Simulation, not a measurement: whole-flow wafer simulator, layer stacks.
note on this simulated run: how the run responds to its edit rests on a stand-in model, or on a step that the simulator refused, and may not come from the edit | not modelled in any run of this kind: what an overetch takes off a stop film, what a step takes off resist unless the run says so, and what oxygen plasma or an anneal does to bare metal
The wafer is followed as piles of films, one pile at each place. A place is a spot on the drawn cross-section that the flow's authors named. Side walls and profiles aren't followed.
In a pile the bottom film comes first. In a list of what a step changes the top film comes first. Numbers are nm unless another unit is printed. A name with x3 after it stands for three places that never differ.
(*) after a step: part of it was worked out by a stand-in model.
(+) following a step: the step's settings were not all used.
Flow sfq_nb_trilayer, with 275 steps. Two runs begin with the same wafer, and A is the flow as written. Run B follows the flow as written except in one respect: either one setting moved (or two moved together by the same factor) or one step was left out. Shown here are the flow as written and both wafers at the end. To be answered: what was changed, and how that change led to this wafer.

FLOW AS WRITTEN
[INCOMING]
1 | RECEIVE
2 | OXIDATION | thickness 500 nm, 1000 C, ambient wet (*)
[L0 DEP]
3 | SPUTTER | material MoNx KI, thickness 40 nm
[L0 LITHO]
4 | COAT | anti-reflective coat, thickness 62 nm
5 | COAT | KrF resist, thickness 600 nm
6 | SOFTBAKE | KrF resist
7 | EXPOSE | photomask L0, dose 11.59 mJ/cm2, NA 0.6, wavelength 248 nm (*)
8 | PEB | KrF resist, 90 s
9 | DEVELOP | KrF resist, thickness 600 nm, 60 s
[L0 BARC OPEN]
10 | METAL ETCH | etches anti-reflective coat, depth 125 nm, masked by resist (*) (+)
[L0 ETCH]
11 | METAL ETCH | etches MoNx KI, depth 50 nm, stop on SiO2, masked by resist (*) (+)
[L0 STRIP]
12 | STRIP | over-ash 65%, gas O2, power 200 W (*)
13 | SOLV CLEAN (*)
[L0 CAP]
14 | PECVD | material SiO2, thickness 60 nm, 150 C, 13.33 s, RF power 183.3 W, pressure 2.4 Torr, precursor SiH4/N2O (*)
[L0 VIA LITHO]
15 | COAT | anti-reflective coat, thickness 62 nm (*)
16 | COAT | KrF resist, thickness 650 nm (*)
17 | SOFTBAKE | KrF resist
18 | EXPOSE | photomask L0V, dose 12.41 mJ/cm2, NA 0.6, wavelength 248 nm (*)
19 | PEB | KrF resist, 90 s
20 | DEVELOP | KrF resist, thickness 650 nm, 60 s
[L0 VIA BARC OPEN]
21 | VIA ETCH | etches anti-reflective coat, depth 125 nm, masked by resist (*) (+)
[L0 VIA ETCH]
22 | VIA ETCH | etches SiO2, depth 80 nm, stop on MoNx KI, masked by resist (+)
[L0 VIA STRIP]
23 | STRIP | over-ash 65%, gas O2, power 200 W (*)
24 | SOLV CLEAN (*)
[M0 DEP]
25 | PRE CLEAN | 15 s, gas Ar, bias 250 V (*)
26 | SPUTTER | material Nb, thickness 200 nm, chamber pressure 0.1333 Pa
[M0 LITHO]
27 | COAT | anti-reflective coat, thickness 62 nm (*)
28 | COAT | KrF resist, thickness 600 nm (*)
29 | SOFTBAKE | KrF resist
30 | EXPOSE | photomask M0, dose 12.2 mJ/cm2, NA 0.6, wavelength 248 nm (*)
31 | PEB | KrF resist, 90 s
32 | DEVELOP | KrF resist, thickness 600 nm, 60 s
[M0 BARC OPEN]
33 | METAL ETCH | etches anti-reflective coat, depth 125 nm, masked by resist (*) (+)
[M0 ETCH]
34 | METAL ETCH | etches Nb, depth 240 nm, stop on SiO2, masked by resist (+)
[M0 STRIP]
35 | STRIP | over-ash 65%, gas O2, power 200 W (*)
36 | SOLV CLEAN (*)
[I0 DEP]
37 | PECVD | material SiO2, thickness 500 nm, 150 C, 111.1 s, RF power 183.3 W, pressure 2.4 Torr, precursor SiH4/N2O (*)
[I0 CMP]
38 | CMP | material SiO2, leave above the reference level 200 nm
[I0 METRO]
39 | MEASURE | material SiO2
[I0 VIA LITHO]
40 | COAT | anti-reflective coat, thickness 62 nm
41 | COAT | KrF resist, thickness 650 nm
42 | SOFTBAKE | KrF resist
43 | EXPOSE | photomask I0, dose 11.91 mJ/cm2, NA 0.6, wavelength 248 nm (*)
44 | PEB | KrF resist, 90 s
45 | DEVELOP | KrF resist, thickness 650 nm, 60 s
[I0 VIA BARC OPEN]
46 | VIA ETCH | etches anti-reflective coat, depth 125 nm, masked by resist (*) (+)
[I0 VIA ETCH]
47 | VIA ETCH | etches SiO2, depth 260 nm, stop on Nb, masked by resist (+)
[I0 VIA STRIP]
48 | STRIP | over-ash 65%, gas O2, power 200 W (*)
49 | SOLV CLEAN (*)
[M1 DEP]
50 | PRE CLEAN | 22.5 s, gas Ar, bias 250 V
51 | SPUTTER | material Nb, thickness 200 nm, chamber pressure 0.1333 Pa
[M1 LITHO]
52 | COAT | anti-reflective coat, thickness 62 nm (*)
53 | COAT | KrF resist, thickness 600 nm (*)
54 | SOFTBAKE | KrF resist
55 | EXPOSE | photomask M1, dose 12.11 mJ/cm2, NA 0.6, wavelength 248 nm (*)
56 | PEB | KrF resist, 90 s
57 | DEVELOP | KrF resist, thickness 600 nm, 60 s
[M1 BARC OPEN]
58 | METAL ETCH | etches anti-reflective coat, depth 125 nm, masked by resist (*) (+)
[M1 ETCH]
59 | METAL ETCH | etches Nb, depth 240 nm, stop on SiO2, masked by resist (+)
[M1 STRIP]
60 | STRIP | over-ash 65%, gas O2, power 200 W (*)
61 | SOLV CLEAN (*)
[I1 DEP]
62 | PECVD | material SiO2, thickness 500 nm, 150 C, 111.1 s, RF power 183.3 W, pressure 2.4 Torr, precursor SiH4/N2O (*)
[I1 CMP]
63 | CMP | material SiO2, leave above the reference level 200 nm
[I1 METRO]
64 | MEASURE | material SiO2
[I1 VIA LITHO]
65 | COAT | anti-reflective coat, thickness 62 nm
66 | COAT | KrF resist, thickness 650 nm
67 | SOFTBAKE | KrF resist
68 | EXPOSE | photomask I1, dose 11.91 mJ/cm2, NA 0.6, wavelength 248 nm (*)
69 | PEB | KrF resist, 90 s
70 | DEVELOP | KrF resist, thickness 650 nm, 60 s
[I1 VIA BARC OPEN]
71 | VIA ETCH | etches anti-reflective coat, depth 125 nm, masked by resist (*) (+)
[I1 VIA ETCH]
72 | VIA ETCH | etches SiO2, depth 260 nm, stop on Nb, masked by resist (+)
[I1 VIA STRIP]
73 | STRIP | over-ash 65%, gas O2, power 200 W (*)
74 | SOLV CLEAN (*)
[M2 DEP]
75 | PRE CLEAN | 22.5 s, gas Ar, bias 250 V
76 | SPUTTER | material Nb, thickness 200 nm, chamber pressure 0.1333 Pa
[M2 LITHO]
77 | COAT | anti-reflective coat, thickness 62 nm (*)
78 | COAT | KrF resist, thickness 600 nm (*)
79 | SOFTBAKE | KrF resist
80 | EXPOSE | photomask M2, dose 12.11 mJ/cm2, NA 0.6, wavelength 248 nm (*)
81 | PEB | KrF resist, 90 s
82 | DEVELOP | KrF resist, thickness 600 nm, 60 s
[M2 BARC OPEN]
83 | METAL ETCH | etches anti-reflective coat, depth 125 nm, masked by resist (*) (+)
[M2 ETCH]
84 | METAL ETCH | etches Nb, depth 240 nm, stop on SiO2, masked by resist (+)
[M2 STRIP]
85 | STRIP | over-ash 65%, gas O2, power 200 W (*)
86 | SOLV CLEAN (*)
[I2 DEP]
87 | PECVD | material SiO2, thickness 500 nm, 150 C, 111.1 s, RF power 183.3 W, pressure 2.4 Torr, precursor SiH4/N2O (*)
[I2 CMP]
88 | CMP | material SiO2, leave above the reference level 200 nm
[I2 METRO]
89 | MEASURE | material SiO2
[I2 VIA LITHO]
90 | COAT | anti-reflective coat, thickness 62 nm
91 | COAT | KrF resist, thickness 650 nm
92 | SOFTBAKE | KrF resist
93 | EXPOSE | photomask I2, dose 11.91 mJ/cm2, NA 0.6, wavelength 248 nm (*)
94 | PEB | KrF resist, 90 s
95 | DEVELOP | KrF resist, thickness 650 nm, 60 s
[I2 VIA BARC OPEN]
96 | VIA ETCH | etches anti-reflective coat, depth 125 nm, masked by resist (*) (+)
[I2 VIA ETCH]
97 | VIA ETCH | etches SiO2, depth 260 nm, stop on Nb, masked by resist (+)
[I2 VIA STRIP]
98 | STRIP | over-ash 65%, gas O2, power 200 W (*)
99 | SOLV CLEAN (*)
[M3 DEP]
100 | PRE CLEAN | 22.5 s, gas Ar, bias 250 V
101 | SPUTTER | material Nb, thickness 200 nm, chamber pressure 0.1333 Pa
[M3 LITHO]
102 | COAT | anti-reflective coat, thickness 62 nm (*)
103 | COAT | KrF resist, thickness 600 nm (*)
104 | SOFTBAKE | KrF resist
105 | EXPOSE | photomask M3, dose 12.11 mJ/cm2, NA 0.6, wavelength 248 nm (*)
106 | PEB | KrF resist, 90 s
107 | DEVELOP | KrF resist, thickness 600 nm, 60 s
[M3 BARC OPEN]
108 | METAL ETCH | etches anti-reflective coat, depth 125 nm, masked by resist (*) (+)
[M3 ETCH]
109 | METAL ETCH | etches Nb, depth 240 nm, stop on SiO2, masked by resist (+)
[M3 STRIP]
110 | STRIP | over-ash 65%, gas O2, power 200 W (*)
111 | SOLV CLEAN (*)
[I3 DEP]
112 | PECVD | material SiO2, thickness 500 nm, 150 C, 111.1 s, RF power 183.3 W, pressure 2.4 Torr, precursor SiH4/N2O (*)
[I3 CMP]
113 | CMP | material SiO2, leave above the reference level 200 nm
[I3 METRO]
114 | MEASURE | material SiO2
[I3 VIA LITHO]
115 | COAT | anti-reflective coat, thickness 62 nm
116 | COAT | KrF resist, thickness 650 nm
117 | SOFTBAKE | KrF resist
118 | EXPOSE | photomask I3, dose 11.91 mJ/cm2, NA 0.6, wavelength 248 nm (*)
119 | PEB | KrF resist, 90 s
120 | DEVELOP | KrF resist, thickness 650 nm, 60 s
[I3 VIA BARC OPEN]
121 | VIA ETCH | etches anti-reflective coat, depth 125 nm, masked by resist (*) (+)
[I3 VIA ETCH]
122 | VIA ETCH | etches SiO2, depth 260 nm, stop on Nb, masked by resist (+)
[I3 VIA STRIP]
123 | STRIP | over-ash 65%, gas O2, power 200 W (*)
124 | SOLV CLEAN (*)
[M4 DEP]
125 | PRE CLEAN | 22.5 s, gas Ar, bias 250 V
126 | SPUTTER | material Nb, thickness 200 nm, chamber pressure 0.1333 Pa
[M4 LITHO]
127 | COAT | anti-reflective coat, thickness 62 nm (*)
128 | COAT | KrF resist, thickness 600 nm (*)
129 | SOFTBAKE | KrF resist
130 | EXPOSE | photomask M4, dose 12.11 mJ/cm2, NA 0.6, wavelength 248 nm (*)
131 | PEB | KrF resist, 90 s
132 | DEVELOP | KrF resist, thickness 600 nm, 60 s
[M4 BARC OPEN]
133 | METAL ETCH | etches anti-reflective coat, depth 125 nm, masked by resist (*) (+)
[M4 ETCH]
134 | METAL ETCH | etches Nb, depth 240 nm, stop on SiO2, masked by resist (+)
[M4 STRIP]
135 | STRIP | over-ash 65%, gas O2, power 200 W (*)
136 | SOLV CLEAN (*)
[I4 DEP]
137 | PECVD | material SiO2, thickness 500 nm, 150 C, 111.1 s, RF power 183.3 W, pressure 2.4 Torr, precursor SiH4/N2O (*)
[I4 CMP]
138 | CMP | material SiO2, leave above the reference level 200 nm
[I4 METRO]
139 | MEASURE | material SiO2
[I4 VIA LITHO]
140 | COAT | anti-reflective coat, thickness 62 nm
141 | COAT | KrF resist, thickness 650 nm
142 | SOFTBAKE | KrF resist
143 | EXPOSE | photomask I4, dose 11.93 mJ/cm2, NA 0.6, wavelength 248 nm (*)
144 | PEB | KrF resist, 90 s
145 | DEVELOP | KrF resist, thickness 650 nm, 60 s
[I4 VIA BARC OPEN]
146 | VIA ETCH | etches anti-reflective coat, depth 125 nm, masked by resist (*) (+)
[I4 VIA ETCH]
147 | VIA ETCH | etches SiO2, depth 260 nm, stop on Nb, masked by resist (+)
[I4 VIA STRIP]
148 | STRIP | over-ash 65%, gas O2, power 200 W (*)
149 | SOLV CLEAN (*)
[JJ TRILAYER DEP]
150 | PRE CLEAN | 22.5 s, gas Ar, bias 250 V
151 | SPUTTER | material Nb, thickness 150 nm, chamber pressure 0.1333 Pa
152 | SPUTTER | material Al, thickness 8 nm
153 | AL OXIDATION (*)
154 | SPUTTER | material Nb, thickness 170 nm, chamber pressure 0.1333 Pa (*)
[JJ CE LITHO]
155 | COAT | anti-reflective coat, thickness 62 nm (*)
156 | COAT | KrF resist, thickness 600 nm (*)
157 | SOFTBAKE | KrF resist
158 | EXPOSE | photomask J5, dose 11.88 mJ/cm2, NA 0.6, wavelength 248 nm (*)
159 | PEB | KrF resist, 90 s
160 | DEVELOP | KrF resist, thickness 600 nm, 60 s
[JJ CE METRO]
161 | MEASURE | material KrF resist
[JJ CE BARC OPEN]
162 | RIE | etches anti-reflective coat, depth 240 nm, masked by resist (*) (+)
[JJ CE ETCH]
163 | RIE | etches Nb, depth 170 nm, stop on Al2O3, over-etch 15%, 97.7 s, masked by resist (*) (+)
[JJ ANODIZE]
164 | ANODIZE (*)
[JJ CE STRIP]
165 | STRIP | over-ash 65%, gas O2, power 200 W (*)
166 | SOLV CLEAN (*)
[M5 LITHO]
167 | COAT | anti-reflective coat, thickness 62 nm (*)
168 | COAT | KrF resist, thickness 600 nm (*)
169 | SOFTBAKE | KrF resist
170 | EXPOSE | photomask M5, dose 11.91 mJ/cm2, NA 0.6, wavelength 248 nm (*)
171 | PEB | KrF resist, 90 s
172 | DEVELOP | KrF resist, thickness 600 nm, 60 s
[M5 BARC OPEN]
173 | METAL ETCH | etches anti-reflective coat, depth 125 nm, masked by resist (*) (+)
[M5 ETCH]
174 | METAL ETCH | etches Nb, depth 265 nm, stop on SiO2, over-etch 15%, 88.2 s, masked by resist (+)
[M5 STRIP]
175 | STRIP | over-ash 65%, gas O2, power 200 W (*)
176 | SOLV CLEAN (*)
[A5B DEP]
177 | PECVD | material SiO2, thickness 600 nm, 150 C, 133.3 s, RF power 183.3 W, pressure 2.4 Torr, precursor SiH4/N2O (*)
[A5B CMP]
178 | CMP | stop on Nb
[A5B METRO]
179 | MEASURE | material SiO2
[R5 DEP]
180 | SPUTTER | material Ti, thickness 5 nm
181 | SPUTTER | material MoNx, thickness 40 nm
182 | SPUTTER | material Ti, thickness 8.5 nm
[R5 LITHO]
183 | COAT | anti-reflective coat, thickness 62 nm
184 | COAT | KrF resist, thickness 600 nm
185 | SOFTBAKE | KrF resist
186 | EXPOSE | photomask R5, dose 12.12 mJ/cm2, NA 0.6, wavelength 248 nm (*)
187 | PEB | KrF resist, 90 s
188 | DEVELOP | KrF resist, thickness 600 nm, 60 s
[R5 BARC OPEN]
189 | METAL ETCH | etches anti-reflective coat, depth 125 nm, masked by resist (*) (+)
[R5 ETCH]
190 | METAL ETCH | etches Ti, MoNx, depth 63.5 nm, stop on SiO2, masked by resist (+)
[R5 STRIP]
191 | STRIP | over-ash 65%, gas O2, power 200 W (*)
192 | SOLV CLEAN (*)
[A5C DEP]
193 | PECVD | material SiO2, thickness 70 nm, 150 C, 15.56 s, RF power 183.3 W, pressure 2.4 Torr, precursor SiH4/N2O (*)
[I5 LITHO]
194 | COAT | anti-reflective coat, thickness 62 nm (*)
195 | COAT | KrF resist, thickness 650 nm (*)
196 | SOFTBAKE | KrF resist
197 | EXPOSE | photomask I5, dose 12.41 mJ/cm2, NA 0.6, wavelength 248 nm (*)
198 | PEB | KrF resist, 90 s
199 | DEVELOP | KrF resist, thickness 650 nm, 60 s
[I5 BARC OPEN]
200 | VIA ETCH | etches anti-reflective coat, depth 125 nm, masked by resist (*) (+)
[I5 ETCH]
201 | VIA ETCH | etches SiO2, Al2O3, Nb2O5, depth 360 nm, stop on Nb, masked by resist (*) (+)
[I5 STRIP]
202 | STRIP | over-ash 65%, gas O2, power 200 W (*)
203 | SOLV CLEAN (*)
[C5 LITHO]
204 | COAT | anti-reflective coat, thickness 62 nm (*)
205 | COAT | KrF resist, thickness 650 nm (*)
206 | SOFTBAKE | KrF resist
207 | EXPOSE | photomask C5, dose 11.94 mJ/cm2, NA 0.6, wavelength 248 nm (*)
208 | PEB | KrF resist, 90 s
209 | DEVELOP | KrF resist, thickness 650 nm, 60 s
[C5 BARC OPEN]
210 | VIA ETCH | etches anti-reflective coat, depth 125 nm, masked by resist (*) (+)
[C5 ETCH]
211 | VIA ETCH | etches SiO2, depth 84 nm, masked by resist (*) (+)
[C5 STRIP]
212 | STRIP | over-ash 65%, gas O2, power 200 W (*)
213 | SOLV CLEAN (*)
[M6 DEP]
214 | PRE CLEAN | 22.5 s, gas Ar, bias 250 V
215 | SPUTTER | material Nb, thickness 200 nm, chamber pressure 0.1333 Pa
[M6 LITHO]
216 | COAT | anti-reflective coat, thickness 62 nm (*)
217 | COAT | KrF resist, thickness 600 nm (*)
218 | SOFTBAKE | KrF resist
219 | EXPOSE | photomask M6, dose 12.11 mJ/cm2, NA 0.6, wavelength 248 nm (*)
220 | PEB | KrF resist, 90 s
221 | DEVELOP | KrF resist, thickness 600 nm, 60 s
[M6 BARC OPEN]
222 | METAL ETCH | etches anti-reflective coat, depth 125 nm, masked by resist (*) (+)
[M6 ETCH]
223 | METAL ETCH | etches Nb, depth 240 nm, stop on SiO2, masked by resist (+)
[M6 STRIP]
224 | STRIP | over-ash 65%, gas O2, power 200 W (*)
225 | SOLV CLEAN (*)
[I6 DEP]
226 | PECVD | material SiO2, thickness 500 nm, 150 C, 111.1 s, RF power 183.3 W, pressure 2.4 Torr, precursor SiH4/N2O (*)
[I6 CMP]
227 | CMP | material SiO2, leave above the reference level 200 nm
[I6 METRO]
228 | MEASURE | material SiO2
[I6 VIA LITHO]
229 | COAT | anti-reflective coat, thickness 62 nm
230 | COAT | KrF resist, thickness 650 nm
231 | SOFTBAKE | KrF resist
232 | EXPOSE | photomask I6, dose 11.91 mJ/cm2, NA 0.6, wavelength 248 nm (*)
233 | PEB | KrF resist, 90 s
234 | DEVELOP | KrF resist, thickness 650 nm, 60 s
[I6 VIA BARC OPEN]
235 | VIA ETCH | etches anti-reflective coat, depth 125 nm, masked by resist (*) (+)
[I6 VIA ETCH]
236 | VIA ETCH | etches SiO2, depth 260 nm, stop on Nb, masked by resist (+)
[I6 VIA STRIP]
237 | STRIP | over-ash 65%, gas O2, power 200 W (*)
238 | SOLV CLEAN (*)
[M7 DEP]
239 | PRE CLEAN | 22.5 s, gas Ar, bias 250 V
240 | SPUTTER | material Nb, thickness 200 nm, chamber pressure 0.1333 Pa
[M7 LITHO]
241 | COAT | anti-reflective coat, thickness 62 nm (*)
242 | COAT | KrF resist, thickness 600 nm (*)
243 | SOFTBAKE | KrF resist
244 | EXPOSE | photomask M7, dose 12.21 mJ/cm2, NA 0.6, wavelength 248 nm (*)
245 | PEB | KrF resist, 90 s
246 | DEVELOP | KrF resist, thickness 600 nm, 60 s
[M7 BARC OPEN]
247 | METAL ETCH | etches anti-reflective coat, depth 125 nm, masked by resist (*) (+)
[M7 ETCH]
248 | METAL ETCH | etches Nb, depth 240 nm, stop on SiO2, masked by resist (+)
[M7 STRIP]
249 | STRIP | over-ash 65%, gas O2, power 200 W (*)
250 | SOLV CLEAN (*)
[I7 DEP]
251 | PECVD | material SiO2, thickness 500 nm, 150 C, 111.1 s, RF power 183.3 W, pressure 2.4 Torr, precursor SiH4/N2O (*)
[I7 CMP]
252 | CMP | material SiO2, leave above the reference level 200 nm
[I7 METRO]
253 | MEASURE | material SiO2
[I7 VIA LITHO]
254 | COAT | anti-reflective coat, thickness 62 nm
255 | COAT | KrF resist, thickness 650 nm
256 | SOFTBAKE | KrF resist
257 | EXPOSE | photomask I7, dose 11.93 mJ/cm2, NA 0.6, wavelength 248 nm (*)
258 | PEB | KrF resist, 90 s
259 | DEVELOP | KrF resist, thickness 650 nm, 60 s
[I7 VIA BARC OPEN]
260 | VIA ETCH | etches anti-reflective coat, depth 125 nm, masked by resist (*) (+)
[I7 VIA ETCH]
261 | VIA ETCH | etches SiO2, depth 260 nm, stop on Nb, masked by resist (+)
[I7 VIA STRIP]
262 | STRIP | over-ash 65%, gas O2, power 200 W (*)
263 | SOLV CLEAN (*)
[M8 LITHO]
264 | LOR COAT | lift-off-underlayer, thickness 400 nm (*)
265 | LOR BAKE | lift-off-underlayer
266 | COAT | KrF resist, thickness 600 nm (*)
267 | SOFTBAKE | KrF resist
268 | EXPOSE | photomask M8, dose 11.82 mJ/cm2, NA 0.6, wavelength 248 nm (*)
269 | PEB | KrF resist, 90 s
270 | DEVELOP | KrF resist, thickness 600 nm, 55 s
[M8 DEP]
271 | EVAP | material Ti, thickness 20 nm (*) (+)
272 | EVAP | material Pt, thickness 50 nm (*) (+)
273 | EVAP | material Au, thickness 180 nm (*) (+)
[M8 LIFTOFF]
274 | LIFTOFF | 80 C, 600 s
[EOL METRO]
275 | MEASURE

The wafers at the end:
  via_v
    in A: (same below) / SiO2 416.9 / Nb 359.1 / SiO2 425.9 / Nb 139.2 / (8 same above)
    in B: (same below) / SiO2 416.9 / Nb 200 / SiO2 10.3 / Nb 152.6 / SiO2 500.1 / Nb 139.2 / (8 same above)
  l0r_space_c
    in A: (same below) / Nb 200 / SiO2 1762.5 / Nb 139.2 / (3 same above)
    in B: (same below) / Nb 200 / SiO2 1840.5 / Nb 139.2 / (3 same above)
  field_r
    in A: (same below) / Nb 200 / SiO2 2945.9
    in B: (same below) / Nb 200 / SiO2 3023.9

The reason: step 113, CMP: leave above the reference level 278 nm was run, while the flow as written has leave above the reference level 200 nm.

How this came from the change, step by step:
  113 | CMP | material SiO2, leave above the reference level 200 nm
      field_l, be, be_sur and 64 more: A -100 SiO2 | B -22 SiO2
      v_sur, via_wl, via_wr and 27 more: A -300 SiO2 | B -222 SiO2
      (also at 9 further places)
  122 | VIA ETCH | etches SiO2, depth 260 nm, stop on Nb, masked by resist (+)
      via_v: A -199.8 SiO2 (all of it) | B -260 SiO2
  125 | PRE CLEAN | 22.5 s, gas Ar, bias 250 V
      via_v: A -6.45 Nb | B -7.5 SiO2
  126 | SPUTTER | material Nb, thickness 200 nm, chamber pressure 0.1333 Pa
      via_v: A +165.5 Nb | B +152.6 Nb (new film)
  127 | COAT | anti-reflective coat, thickness 62 nm (*)
      via_sp: A +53 anti-reflective coat (new film) | B +50.1 anti-reflective coat (new film)
      via_v: A +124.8 anti-reflective coat (new film) | B +128.6 anti-reflective coat (new film)
      (also at 1 further place)
  128 | COAT | KrF resist, thickness 600 nm (*)
      via_v: A +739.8 KrF resist (new film) | B +797.5 KrF resist (new film)
  135 | STRIP | over-ash 65%, gas O2, power 200 W (*)
      via_sp: A -373.9 KrF resist (all of it), -53 anti-reflective coat (all of it) | B -369.8 KrF resist (all of it), -50.1 anti-reflective coat (all of it)
      via_v: A -521.8 KrF resist (all of it), -124.8 anti-reflective coat (all of it) | B -579.3 KrF resist (all of it), -128.6 anti-reflective coat (all of it)
      (also at 1 further place)
  137 | PECVD | material SiO2, thickness 500 nm, 150 C, 111.1 s, RF power 183.3 W, pressure 2.4 Torr, precursor SiH4/N2O (*)
      via_v: A +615 SiO2 (new film) | B +664.6 SiO2 (new film)
  138 | CMP | material SiO2, leave above the reference level 200 nm
      via_v: A -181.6 SiO2 | B -157.1 SiO2
Taking metal films that touch as one body, via_v has 7 bodies (between them, from the top down: SiO2 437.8; SiO2 209 / Al2O3 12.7 / Nb2O5 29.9; SiO2 500.1; SiO2 10.3; SiO2 416.9; SiO2 192.5); the flow as written gives 6 bodies (between them, from the top down: SiO2 437.8; SiO2 209 / Al2O3 12.7 / Nb2O5 29.9; SiO2 425.9; SiO2 416.9; SiO2 192.5).
